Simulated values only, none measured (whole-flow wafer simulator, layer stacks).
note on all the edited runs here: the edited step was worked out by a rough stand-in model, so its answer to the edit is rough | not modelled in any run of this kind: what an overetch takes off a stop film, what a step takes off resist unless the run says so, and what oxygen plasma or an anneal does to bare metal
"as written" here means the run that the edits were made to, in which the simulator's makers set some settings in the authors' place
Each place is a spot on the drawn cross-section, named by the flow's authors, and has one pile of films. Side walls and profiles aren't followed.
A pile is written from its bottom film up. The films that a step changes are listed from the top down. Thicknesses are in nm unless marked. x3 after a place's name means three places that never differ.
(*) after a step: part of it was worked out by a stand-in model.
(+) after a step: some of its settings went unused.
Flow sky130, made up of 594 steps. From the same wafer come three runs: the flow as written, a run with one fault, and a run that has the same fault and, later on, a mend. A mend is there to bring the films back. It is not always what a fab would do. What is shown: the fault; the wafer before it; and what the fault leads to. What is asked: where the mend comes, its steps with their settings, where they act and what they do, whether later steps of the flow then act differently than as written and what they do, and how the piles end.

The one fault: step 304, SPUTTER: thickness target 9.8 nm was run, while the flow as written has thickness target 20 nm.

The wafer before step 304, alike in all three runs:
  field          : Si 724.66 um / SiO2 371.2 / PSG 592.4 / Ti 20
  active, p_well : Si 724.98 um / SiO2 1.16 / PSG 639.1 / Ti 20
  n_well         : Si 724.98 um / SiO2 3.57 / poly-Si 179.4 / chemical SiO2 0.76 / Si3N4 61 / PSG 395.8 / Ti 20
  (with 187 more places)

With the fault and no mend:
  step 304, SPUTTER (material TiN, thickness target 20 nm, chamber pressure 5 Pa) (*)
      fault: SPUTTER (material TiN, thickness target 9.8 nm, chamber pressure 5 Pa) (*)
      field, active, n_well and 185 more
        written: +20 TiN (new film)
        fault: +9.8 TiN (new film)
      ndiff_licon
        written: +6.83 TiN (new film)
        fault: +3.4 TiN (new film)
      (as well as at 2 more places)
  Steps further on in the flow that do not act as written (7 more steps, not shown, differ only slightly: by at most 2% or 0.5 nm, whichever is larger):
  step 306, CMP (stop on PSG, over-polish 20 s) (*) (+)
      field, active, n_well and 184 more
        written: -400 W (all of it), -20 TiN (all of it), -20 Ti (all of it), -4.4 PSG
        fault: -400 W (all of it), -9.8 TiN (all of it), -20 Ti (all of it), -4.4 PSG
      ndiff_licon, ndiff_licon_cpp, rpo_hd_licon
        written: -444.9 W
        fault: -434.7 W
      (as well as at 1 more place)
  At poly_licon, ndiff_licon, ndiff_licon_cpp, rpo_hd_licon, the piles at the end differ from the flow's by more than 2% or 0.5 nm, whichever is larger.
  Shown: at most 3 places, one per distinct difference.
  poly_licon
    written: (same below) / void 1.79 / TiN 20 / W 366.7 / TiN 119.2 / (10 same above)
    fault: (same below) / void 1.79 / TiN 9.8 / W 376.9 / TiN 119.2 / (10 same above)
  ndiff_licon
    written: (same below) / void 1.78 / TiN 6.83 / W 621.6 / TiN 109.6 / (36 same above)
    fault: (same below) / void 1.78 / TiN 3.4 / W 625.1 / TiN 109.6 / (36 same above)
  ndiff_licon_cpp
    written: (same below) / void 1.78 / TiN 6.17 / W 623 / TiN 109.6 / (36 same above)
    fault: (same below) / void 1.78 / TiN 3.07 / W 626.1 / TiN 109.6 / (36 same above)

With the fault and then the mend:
  After step 304 comes the mend.
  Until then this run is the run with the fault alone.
  step 304a, SPUTTER (material TiN, thickness target 10.2 nm, chamber pressure 5 Pa) (*) (the flow's step 304, run once more with other settings)
      field, active, n_well and 185 more
        +10.2 TiN
      ndiff_licon
        +3.43 TiN
      ndiff_licon_cpp
        +3.1 TiN
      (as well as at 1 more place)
  Later steps of the flow that are run all act as written at every place that is followed, up to a difference of at most 2% or 0.5 nm, whichever is larger.
  When the end is reached, the piles differ only a little from the flow's at the places that both follow, at most by 2% or 0.5 nm, whichever is larger.
